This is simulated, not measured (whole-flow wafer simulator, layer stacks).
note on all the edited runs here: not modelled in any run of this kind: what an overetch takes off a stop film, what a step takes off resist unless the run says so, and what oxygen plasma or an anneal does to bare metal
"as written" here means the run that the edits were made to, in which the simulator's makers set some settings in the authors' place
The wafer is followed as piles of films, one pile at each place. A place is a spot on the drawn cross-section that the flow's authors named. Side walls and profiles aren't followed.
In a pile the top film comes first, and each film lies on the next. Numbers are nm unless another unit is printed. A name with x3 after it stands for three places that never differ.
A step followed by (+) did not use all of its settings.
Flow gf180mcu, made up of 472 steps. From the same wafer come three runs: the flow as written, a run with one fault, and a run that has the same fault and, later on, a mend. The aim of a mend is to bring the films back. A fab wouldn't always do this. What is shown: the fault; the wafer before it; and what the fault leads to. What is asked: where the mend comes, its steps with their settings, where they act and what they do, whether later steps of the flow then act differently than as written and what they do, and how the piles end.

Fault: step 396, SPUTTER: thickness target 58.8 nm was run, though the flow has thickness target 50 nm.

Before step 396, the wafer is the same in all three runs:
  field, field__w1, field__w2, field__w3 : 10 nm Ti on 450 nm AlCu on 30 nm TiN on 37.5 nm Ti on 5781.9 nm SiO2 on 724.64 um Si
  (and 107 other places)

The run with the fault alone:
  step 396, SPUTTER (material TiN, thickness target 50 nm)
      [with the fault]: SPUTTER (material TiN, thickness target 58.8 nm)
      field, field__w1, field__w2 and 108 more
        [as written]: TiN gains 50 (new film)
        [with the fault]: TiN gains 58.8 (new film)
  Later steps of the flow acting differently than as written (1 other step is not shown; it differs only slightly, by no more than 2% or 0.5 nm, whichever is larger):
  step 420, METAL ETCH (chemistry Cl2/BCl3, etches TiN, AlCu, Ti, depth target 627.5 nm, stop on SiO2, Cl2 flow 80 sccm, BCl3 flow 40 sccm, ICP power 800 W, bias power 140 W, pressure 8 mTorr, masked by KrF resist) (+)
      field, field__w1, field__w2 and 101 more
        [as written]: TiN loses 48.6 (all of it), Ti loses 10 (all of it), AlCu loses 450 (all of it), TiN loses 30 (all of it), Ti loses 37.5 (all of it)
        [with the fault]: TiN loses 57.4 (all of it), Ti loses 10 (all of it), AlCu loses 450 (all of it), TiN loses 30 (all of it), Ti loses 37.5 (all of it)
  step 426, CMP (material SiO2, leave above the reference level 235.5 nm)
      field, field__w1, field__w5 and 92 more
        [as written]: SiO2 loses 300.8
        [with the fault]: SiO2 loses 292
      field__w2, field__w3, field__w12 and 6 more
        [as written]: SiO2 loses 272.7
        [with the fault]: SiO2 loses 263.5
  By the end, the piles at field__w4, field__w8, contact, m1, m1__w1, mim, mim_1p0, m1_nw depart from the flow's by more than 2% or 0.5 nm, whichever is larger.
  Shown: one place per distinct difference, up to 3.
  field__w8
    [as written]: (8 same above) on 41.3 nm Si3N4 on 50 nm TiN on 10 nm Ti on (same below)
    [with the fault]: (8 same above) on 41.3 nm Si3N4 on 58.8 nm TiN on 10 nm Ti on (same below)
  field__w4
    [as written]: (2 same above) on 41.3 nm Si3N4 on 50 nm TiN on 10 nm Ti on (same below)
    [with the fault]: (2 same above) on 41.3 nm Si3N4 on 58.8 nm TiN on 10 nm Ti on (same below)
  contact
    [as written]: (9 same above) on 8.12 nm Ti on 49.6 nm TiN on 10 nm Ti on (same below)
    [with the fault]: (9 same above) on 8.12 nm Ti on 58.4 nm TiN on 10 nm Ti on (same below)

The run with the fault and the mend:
  After step 396 comes the mend.
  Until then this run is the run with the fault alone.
  step 396a, METAL ETCH (chemistry Cl2/BCl3, etches TiN, AlCu, Ti, depth target 8.8 nm, Cl2 flow 80 sccm, BCl3 flow 40 sccm, ICP power 800 W, bias power 140 W, pressure 8 mTorr) (the flow's step 260 again, with other settings)
      field, field__w1, field__w2 and 108 more
        TiN loses 8.8
  Later steps of the flow that are run all act as written at every place that is followed.
  The piles end the same as the flow's at every place that both follow.
